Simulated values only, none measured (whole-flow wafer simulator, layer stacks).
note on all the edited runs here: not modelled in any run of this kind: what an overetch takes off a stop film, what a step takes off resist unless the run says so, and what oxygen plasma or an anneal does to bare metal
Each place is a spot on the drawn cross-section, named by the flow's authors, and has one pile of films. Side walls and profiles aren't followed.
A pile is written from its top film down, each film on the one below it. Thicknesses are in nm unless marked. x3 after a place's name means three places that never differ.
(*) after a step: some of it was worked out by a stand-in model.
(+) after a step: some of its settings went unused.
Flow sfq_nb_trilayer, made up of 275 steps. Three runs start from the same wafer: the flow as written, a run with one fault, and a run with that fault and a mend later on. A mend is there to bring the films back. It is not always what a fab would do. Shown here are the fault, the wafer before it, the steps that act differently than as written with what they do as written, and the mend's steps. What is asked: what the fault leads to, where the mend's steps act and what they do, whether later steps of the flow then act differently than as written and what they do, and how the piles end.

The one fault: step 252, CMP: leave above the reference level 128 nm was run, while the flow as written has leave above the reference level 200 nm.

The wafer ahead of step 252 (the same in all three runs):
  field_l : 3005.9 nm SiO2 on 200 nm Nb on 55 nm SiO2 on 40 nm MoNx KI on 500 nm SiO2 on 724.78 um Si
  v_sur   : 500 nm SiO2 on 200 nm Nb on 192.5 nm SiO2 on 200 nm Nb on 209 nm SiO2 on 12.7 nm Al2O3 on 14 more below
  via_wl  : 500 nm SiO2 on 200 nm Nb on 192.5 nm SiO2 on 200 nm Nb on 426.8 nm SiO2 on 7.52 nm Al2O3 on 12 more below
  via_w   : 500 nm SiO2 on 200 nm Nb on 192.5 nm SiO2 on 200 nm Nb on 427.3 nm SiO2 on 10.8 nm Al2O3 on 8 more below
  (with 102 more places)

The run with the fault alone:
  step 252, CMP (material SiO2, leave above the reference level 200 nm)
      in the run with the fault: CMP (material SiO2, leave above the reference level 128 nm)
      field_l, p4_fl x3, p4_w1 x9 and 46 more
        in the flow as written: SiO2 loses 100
        in the run with the fault: SiO2 loses 172
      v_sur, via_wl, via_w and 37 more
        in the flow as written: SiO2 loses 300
        in the run with the fault: SiO2 loses 372
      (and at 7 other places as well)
  Steps further on in the flow that do not act as written (not shown: 2 more steps that differ only slightly, by at most 2% or 0.5 nm, whichever is larger):
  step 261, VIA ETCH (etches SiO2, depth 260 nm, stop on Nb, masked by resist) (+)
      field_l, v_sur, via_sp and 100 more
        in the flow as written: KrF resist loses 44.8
        in the run with the fault: KrF resist loses 33.1
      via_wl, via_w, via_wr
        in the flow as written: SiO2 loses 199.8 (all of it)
        in the run with the fault: SiO2 loses 127.8 (all of it)
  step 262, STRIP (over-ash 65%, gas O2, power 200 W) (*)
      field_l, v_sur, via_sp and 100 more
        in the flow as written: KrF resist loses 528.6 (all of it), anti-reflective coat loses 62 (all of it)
        in the run with the fault: KrF resist loses 540.4 (all of it), anti-reflective coat loses 62 (all of it)
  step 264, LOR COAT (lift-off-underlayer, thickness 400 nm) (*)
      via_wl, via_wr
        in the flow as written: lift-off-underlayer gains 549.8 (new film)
        in the run with the fault: lift-off-underlayer gains 495.9 (new film)
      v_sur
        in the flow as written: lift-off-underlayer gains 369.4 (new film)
        in the run with the fault: lift-off-underlayer gains 380.4 (new film)
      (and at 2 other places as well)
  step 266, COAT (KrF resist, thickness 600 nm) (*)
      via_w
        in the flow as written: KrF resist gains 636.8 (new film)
        in the run with the fault: KrF resist gains 623.5 (new film)
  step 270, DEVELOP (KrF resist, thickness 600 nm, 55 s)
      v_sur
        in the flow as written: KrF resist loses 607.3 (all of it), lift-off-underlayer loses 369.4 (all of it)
        in the run with the fault: KrF resist loses 604.2 (all of it), lift-off-underlayer loses 380.4 (all of it)
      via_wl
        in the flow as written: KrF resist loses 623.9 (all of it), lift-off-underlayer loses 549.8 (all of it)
        in the run with the fault: KrF resist loses 614.8 (all of it), lift-off-underlayer loses 495.9 (all of it)
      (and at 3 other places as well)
  By the end, the piles at field_l, v_sur, via_sp and 100 more depart from the flow's by more than 2% or 0.5 nm, whichever is larger.
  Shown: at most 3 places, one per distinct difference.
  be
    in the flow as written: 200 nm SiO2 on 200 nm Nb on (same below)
    in the run with the fault: 128 nm SiO2 on 200 nm Nb on (same below)
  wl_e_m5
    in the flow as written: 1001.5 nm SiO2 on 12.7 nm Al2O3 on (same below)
    in the run with the fault: 929.5 nm SiO2 on 12.7 nm Al2O3 on (same below)
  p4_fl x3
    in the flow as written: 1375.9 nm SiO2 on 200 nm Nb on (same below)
    in the run with the fault: 1303.9 nm SiO2 on 200 nm Nb on (same below)

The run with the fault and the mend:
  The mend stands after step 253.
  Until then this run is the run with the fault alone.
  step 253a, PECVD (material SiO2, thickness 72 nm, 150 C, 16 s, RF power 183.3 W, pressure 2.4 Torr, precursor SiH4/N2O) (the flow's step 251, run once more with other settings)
      field_l, v_sur, via_wl and 103 more
        SiO2 gains 72
  None of the later steps of the flow acts differently than as written at any place that is followed.
  By the end, the piles equal the flow's at every place that both follow.
